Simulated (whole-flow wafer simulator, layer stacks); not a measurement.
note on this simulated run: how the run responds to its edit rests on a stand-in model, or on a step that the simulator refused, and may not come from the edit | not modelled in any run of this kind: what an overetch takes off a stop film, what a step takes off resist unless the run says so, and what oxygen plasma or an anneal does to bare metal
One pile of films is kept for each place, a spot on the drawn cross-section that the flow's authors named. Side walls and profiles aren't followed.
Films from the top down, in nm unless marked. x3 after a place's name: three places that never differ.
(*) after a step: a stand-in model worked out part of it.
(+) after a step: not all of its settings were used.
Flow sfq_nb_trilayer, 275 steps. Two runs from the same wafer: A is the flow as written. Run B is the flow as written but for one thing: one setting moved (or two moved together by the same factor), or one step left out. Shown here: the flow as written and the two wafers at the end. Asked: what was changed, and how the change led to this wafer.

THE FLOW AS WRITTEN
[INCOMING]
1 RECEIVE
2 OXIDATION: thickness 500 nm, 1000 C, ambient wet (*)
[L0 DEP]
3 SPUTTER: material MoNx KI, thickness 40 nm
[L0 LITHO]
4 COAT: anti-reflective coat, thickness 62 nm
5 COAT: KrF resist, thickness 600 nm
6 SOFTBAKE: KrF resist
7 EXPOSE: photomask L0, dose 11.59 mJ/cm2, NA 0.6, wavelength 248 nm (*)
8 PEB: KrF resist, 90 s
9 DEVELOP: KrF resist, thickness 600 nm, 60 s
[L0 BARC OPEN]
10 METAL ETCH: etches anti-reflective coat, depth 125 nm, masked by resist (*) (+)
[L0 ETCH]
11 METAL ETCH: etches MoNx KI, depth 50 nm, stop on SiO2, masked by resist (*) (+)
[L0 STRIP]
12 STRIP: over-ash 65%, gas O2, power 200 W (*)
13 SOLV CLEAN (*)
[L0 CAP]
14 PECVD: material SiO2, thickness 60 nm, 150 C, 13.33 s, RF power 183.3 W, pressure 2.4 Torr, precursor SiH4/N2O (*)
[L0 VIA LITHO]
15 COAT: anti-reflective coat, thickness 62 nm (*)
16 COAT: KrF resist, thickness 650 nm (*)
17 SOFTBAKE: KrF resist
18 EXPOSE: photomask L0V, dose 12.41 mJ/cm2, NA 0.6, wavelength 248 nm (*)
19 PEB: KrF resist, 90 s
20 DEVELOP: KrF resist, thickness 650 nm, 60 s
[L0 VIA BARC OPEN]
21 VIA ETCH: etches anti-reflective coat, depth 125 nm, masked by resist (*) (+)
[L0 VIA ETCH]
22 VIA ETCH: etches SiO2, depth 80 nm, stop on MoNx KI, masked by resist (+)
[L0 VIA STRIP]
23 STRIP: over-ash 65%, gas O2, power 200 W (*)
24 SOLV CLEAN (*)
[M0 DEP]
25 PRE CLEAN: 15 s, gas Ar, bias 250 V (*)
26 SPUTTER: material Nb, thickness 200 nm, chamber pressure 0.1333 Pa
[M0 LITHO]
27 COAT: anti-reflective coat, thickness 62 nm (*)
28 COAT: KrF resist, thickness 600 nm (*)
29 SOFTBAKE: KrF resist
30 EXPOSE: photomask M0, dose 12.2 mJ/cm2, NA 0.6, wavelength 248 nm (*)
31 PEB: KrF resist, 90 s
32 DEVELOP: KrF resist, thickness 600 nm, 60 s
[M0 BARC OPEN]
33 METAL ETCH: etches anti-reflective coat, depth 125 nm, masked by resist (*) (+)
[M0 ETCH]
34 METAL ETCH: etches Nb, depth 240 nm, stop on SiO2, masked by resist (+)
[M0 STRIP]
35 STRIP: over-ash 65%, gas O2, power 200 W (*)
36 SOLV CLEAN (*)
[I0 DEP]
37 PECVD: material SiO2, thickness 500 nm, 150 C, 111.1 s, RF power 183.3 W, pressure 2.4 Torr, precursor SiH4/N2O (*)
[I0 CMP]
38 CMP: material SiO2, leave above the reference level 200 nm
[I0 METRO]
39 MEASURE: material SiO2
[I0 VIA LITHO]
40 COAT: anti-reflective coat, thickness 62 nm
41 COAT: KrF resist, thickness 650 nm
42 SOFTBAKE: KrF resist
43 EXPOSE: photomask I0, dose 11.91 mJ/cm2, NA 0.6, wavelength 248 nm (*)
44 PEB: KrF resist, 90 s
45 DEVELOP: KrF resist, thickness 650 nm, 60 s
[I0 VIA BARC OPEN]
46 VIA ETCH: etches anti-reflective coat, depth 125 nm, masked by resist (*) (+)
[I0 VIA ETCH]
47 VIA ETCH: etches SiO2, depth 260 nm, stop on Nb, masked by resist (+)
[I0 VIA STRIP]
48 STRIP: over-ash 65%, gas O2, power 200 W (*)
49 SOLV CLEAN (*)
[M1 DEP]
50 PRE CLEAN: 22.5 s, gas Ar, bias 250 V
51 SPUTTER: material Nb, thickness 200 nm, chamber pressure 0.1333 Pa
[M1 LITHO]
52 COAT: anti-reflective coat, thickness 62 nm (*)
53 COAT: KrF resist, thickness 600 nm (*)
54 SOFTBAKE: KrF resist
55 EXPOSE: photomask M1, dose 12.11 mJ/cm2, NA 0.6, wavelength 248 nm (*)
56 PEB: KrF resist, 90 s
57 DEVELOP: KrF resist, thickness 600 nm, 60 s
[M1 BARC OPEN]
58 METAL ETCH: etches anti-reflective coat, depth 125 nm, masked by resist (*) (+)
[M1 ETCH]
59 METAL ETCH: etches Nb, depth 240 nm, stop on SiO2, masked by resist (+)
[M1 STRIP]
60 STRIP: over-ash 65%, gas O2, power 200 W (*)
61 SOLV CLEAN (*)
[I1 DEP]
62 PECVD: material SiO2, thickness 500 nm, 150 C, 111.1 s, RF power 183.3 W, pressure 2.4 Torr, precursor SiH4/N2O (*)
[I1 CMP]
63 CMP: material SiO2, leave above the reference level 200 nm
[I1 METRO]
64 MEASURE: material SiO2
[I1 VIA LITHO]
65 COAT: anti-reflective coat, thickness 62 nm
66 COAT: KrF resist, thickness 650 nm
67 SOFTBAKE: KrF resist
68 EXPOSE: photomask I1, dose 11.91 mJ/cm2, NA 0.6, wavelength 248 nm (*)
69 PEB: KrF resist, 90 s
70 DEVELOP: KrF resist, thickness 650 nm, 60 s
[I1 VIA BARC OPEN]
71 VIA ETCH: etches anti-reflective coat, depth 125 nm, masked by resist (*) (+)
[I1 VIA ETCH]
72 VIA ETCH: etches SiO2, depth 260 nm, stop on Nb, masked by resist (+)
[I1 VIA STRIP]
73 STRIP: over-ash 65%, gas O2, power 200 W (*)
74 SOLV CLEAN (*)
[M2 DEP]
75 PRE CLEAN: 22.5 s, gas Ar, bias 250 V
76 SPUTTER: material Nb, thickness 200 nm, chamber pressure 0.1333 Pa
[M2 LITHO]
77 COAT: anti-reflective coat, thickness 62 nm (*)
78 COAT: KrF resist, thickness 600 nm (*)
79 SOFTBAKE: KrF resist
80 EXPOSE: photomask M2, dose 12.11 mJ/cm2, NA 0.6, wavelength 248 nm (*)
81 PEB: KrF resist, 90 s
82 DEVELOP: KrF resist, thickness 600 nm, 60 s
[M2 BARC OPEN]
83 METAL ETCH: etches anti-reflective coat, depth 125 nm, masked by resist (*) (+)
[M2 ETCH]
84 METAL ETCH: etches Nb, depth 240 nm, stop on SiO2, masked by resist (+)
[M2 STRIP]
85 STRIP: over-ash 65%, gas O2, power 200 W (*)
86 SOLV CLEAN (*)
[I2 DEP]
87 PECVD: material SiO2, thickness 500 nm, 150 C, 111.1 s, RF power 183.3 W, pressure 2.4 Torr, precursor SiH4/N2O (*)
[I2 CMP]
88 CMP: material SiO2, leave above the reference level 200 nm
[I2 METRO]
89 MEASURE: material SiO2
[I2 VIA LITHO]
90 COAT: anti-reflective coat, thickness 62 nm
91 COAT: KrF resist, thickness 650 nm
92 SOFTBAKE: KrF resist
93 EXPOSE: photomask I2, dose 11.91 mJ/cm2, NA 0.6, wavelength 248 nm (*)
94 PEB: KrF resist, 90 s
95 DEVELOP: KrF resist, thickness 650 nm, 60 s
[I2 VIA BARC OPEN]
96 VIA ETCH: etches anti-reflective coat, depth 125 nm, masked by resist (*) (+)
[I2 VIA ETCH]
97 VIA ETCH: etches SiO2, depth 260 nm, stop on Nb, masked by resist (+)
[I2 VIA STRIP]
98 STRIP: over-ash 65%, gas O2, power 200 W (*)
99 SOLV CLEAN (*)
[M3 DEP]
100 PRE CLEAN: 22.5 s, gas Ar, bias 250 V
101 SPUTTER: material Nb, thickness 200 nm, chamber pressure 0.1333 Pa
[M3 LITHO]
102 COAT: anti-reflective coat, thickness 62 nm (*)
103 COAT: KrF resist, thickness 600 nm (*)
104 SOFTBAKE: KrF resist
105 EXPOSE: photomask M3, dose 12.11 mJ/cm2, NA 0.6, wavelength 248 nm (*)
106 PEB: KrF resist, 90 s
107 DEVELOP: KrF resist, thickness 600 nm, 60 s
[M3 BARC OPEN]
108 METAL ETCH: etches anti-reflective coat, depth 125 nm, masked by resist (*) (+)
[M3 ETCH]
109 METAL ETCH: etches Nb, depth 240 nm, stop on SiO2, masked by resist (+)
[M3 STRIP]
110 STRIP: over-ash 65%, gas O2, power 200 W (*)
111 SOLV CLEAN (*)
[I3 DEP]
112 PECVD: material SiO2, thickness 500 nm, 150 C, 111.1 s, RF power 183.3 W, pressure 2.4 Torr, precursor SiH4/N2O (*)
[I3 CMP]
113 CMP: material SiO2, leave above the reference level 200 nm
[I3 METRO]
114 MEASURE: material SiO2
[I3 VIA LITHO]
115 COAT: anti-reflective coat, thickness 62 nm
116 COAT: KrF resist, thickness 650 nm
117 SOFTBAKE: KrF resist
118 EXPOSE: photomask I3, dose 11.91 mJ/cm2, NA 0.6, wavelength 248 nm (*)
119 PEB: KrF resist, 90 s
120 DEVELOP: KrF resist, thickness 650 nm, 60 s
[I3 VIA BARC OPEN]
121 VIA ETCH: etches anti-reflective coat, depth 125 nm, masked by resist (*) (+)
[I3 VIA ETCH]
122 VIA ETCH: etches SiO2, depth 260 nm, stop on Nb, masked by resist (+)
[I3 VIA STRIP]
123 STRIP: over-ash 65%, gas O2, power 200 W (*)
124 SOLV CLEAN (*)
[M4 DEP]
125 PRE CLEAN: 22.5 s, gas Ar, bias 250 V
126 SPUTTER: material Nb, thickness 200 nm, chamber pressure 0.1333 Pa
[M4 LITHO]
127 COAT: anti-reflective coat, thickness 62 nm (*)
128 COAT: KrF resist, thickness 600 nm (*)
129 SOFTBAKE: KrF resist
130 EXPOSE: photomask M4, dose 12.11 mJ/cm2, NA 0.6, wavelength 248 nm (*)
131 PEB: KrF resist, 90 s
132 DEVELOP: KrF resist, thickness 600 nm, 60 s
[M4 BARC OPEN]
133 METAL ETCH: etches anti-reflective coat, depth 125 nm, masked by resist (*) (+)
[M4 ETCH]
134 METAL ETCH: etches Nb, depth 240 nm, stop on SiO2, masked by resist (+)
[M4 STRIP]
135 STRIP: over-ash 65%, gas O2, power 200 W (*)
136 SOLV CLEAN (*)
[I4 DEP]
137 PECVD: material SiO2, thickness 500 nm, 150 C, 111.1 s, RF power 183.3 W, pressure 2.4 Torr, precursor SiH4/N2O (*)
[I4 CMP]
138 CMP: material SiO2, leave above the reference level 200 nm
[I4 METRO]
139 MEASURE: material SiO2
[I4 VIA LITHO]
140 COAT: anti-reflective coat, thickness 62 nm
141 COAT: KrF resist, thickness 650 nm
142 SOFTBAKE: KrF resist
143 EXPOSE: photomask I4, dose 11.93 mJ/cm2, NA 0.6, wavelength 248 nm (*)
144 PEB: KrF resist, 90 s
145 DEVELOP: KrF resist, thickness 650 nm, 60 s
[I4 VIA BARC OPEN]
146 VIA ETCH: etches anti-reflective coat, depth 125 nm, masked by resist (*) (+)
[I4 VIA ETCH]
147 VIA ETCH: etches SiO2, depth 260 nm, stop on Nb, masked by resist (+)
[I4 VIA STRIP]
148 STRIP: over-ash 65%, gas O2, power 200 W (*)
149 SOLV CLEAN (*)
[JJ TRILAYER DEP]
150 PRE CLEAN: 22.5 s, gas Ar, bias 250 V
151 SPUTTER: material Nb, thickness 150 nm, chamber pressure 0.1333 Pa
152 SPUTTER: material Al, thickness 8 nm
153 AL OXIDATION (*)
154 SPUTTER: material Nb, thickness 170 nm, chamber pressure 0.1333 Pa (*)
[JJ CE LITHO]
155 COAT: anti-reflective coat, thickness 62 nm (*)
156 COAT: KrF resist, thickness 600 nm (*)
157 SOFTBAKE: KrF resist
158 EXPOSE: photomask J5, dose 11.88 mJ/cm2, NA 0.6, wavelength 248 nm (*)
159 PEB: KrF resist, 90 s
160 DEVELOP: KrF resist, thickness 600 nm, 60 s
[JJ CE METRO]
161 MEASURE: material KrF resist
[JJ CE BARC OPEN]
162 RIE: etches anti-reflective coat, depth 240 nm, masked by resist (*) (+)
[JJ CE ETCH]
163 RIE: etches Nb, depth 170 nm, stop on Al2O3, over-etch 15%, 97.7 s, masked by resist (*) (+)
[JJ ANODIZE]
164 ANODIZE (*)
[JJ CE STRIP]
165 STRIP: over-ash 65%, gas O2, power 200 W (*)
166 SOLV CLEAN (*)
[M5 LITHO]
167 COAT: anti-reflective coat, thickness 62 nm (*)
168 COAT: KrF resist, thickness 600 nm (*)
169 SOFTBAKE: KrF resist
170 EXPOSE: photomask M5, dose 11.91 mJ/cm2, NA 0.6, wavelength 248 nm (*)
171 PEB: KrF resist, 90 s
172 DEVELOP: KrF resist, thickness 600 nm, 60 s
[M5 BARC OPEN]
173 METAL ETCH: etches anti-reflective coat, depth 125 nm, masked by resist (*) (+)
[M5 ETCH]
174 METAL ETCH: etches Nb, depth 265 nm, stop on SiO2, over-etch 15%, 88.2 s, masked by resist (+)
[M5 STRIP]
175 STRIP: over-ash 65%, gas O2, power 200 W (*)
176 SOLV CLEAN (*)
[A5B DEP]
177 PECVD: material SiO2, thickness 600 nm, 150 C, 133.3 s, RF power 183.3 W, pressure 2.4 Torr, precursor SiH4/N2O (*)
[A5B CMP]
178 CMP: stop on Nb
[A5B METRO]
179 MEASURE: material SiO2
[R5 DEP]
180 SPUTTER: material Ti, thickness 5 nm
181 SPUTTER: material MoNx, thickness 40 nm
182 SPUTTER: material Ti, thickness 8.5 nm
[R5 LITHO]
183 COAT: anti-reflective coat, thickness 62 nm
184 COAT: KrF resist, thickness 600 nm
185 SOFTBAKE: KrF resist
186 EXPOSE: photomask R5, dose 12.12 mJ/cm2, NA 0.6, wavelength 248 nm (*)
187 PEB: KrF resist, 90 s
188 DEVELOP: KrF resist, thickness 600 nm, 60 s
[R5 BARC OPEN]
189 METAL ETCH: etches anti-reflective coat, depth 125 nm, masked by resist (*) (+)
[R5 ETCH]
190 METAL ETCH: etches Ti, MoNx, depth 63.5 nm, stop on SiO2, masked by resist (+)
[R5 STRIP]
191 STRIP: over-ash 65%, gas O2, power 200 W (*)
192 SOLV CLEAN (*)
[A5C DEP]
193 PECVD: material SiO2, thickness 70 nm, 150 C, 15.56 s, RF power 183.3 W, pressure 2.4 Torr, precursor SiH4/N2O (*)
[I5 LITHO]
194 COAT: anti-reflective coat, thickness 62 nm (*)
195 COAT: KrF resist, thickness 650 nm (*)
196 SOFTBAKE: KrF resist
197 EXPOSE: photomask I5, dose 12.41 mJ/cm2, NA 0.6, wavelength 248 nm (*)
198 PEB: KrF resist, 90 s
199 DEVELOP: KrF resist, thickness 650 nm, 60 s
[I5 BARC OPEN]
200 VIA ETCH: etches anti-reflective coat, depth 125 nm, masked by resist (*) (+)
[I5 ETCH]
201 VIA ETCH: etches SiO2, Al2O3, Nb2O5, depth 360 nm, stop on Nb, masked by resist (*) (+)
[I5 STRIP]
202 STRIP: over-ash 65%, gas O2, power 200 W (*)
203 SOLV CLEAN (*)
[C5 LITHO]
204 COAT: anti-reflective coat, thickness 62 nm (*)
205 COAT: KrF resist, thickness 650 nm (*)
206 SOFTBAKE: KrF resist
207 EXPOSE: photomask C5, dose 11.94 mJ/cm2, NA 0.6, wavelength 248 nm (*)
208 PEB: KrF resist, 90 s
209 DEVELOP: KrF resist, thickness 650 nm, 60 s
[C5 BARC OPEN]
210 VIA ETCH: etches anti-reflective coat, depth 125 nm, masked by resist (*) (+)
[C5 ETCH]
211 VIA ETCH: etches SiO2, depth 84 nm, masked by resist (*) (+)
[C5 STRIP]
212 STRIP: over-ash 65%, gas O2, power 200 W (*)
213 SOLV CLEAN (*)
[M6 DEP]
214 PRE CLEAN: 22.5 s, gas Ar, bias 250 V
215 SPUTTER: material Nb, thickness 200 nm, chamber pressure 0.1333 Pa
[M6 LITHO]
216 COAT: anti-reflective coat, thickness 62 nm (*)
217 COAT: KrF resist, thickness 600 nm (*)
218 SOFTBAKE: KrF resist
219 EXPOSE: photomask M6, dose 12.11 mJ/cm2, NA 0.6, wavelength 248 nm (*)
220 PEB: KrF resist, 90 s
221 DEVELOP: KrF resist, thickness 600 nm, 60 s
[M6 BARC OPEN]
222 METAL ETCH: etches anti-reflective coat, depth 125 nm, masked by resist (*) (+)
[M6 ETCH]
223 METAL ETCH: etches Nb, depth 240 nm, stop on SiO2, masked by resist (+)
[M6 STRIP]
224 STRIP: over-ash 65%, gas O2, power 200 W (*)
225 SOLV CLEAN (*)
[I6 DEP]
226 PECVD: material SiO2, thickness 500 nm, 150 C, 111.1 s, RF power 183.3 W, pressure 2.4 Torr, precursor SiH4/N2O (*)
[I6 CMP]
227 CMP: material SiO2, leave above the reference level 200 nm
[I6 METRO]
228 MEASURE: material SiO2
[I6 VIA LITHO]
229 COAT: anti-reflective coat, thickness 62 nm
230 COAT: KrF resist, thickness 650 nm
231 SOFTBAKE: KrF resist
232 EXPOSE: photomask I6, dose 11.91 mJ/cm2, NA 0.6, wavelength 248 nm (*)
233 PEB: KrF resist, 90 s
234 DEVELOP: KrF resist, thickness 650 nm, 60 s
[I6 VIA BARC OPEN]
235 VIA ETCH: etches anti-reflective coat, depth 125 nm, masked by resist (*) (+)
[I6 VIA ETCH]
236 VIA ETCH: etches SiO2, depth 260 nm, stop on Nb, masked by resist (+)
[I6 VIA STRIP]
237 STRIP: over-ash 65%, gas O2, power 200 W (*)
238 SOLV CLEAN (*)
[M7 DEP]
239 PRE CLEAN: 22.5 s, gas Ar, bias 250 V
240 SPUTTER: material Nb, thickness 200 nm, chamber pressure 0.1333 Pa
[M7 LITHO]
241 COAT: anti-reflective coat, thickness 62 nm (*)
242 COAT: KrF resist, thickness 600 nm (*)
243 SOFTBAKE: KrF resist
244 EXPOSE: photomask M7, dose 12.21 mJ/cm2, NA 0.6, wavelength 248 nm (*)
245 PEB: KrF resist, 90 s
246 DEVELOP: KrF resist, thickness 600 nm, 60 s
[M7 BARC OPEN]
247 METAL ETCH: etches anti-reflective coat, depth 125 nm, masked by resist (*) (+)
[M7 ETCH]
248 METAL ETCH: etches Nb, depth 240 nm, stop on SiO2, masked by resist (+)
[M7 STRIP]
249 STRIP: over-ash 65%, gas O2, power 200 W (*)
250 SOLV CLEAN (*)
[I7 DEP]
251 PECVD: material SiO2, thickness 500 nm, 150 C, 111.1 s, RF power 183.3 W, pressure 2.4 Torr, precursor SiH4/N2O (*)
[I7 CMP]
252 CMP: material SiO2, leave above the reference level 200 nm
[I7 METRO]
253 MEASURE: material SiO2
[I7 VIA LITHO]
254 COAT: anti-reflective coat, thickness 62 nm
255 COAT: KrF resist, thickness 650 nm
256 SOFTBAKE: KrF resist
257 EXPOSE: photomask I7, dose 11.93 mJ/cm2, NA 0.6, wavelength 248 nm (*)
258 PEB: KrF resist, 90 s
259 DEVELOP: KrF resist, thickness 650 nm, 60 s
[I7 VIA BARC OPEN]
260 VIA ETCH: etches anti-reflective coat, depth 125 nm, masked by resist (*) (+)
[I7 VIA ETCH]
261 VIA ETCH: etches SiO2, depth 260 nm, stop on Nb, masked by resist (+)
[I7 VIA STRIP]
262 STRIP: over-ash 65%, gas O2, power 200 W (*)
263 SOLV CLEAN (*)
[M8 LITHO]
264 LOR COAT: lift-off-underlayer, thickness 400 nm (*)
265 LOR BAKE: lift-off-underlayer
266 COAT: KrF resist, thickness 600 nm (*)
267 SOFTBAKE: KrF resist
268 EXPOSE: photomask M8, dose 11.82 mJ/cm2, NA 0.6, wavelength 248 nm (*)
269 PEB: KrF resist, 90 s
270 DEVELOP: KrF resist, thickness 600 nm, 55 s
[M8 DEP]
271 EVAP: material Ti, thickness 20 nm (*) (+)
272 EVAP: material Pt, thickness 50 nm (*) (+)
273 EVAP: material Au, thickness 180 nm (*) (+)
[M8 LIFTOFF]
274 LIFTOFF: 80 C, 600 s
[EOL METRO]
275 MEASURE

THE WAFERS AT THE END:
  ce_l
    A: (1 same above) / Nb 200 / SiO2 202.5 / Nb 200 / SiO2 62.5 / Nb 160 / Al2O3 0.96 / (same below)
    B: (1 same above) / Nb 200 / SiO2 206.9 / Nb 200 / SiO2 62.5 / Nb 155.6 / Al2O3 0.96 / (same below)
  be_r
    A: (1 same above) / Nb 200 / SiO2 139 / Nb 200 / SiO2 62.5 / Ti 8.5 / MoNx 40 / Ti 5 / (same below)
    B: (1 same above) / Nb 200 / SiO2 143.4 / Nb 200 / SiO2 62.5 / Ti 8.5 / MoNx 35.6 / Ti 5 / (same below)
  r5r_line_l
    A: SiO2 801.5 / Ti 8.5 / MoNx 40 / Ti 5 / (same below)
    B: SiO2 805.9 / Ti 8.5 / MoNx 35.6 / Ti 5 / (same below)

The cause: step 181, SPUTTER: thickness 35.6 nm was run, where the flow has thickness 40 nm.
It can be read off the wafer: be_r has MoNx 35.6, and step 181 as written asks for 40 nm.

How the change led to this, step by step:
  181 SPUTTER: material MoNx, thickness 40 nm
      field_l, v_sur, via_wl and 103 more: A MoNx +40 (new film) | B MoNx +35.6 (new film)
  190 METAL ETCH: etches Ti, MoNx, depth 63.5 nm, stop on SiO2, masked by resist (+)
      field_l, v_sur, via_wl and 92 more: A Ti -8.5 (all of it), MoNx -40 (all of it), Ti -5 (all of it) | B Ti -8.5 (all of it), MoNx -35.6 (all of it), Ti -5 (all of it)
      ce_l, c5j, ce_r, wl_jj: A Ti -8.5 (all of it), MoNx -40 (all of it), Ti -5 (all of it), Nb -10 | B Ti -8.5 (all of it), MoNx -35.6 (all of it), Ti -5 (all of it), Nb -14.4
  194 COAT: anti-reflective coat, thickness 62 nm (*)
      r5r_spacepad_l, r5r_spacepad_r: A anti-reflective coat +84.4 (new film) | B anti-reflective coat +82.5 (new film)
      ce_l: A anti-reflective coat +67.2 (new film) | B anti-reflective coat +69.1 (new film)
      (and at 2 more places)
  202 STRIP: over-ash 65%, gas O2, power 200 W (*)
      r5r_spacepad_l, r5r_spacepad_r: A KrF resist -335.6 (all of it), anti-reflective coat -84.4 (all of it) | B KrF resist -335.5 (all of it), anti-reflective coat -82.5 (all of it)
      ce_l: A KrF resist -341.5 (all of it), anti-reflective coat -67.2 (all of it) | B KrF resist -342.7 (all of it), anti-reflective coat -69.1 (all of it)
      (and at 2 more places)
  204 COAT: anti-reflective coat, thickness 62 nm (*)
      r5r_spacepad_l, r5r_spacepad_r: A anti-reflective coat +84.4 (new film) | B anti-reflective coat +82.5 (new film)
      ce_l: A anti-reflective coat +66 (new film) | B anti-reflective coat +68 (new film)
      (and at 2 more places)
  212 STRIP: over-ash 65%, gas O2, power 200 W (*)
      ce_l: A KrF resist -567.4 (all of it), anti-reflective coat -66 (all of it) | B KrF resist -568.3 (all of it), anti-reflective coat -68 (all of it)
      ce_r: A KrF resist -573.7 (all of it), anti-reflective coat -67.2 (all of it) | B KrF resist -574.1 (all of it), anti-reflective coat -69.2 (all of it)
      (and at 3 more places)
  216 COAT: anti-reflective coat, thickness 62 nm (*)
      r5r_spacepad_l, r5r_spacepad_r: A anti-reflective coat +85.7 (new film) | B anti-reflective coat +83.6 (new film)
      ce_l: A anti-reflective coat +48 (new film) | B anti-reflective coat +49.4 (new film)
      (and at 2 more places)
  222 METAL ETCH: etches anti-reflective coat, depth 125 nm, masked by resist (*) (+)
      r5r_spacepad_l, r5r_spacepad_r: A anti-reflective coat -85.7 (all of it) | B anti-reflective coat -83.6 (all of it)
  224 STRIP: over-ash 65%, gas O2, power 200 W (*)
      ce_l: A KrF resist -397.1 (all of it), anti-reflective coat -48 (all of it) | B KrF resist -398.7 (all of it), anti-reflective coat -49.4 (all of it)
      ce_r: A KrF resist -403.5 (all of it), anti-reflective coat -48.8 (all of it) | B KrF resist -404.7 (all of it), anti-reflective coat -50.1 (all of it)
      (and at 1 more place)
  227 CMP: material SiO2, leave above the reference level 200 nm
      r5r_line_l, r5r_line_c, r5r_line_r: A SiO2 -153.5 | B SiO2 -149.1
      r5r_spacepad_l, r5r_spacepad_r: A SiO2 -153.5 | B SiO2 -146.6
